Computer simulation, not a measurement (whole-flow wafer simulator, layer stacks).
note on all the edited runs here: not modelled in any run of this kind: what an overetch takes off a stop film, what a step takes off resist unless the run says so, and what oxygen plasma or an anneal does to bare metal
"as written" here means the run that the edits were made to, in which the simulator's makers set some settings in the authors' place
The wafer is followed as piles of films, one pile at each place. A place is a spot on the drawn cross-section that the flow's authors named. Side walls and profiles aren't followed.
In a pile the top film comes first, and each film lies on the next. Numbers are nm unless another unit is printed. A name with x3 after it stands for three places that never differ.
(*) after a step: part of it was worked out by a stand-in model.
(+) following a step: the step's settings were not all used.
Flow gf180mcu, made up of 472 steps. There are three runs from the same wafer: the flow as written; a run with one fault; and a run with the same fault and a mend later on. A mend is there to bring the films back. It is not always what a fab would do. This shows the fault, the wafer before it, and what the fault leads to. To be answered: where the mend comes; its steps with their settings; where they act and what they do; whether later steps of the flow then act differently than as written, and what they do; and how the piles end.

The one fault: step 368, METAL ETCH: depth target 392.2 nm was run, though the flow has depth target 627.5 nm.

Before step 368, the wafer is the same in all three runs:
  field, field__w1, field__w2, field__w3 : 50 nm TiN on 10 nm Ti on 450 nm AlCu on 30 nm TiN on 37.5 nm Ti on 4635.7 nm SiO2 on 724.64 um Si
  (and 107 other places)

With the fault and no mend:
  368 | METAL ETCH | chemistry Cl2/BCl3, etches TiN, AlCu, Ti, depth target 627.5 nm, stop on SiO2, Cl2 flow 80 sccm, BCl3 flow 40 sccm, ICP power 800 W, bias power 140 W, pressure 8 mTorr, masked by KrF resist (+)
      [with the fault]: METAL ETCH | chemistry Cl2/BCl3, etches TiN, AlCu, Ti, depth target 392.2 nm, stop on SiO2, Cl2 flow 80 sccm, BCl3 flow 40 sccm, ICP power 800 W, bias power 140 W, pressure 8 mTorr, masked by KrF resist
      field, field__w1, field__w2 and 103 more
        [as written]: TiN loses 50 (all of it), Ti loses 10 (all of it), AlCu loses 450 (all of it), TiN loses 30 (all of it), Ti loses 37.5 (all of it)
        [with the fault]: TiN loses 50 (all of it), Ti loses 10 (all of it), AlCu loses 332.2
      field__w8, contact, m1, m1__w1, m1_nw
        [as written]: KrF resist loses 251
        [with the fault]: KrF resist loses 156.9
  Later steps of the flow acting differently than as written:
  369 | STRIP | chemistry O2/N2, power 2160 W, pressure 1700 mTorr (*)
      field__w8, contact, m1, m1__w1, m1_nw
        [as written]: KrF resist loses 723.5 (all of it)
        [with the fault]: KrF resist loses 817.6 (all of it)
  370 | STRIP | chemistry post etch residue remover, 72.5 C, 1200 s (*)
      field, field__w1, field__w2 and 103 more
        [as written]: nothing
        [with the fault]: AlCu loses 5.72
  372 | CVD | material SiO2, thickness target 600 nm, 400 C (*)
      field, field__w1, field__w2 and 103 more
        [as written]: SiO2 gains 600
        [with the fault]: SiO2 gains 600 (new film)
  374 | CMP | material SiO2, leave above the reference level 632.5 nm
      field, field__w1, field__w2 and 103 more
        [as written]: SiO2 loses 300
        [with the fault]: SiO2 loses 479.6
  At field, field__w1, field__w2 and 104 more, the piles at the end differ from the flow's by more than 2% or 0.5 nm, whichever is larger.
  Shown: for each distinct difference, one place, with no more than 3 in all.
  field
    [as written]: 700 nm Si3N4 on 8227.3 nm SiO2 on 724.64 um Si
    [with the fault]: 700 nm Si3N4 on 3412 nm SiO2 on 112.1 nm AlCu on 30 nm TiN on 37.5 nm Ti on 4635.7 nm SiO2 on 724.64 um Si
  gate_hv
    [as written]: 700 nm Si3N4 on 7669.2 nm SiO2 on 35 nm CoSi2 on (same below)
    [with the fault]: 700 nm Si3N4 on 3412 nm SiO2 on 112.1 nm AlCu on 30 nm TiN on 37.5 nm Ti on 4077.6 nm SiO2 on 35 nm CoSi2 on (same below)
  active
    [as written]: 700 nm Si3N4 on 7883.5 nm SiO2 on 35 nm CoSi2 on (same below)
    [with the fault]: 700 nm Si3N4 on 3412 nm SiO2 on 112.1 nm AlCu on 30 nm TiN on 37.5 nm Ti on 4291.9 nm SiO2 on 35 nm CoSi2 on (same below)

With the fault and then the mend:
  The mend stands after step 368.
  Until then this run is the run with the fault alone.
  368a | METAL ETCH | chemistry Cl2/BCl3, etches TiN, AlCu, Ti, depth target 235.3 nm, stop on SiO2, Cl2 flow 80 sccm, BCl3 flow 40 sccm, ICP power 800 W, bias power 140 W, pressure 8 mTorr, masked by KrF resist (+) (the flow's step 368, run once more with other settings)
      field, field__w1, field__w2 and 103 more
        AlCu loses 117.8 (all of it), TiN loses 30 (all of it), Ti loses 37.5 (all of it)
      field__w8, contact, m1, m1__w1, m1_nw
        KrF resist loses 94.1
  Every later step of the flow that is run acts as written at every place that is followed.
  By the end, the piles equal the flow's at every place that both follow.
